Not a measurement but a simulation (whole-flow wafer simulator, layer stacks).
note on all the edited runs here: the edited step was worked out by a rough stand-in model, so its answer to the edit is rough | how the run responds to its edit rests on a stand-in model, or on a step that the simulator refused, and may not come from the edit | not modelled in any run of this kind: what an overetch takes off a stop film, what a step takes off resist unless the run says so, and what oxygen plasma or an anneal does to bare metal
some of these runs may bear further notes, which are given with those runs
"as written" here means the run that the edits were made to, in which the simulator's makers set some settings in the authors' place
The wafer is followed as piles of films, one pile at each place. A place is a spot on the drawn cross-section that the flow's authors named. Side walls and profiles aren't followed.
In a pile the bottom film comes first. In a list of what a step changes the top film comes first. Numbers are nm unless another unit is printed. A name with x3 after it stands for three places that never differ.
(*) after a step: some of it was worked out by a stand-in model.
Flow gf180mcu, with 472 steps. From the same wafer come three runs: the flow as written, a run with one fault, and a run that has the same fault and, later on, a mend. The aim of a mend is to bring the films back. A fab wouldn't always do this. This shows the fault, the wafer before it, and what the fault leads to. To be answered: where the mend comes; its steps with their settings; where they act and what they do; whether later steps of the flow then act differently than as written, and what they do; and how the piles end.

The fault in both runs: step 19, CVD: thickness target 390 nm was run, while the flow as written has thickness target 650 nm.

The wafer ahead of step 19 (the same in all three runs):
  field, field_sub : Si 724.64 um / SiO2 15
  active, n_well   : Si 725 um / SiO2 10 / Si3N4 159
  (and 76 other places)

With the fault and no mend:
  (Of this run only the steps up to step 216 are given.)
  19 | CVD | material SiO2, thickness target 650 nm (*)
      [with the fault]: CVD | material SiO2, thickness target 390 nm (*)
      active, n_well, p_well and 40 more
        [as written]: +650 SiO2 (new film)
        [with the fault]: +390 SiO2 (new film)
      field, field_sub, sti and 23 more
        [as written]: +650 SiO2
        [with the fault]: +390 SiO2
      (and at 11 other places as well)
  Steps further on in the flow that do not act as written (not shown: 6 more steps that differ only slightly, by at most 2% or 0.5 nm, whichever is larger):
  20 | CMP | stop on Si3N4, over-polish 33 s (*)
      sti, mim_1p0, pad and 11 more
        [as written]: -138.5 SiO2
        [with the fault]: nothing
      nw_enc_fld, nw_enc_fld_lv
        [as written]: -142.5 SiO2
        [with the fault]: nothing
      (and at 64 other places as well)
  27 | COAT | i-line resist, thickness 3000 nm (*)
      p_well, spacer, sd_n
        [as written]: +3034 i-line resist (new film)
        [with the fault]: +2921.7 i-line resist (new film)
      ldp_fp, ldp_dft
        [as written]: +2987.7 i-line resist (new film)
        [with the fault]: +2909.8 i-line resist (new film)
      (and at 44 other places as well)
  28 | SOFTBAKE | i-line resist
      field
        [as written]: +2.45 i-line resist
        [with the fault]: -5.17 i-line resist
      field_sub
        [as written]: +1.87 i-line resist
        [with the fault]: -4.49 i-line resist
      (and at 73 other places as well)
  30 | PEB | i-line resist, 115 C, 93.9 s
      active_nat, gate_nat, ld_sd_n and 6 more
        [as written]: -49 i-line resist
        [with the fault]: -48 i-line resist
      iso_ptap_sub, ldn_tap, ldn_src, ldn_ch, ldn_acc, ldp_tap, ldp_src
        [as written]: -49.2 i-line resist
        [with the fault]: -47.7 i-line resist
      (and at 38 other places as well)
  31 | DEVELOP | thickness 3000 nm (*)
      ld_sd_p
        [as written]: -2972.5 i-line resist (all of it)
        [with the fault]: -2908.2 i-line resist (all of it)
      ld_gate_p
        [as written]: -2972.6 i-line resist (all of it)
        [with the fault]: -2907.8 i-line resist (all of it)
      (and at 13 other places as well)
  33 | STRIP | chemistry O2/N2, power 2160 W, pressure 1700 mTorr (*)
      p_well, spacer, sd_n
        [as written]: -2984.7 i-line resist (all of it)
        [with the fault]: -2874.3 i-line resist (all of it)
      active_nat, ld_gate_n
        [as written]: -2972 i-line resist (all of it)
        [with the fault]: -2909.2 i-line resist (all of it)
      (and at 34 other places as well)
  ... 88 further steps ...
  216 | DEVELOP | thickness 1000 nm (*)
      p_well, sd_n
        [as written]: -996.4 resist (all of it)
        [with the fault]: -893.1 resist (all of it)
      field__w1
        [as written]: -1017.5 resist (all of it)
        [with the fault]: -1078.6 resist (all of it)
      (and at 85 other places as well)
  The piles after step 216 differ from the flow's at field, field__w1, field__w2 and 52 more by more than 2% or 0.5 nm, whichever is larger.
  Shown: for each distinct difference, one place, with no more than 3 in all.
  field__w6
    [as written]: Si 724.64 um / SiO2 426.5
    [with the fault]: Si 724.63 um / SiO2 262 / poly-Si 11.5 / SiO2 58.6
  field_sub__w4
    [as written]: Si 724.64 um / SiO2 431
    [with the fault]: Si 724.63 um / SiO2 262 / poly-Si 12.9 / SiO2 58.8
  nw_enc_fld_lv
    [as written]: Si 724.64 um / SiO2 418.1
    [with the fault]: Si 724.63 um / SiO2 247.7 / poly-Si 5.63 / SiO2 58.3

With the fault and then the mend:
  The mend stands after step 19.
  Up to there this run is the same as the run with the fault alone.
  19a | CVD | material SiO2, thickness target 260 nm (*) (a further turn of the flow's step 19, with different settings)
      field, field_sub, active and 77 more
        +260 SiO2
  Later steps of the flow that are run all act as written at every place that is followed, up to a difference of at most 2% or 0.5 nm, whichever is larger.
  At every place that both follow, the piles at the end match the flow's.
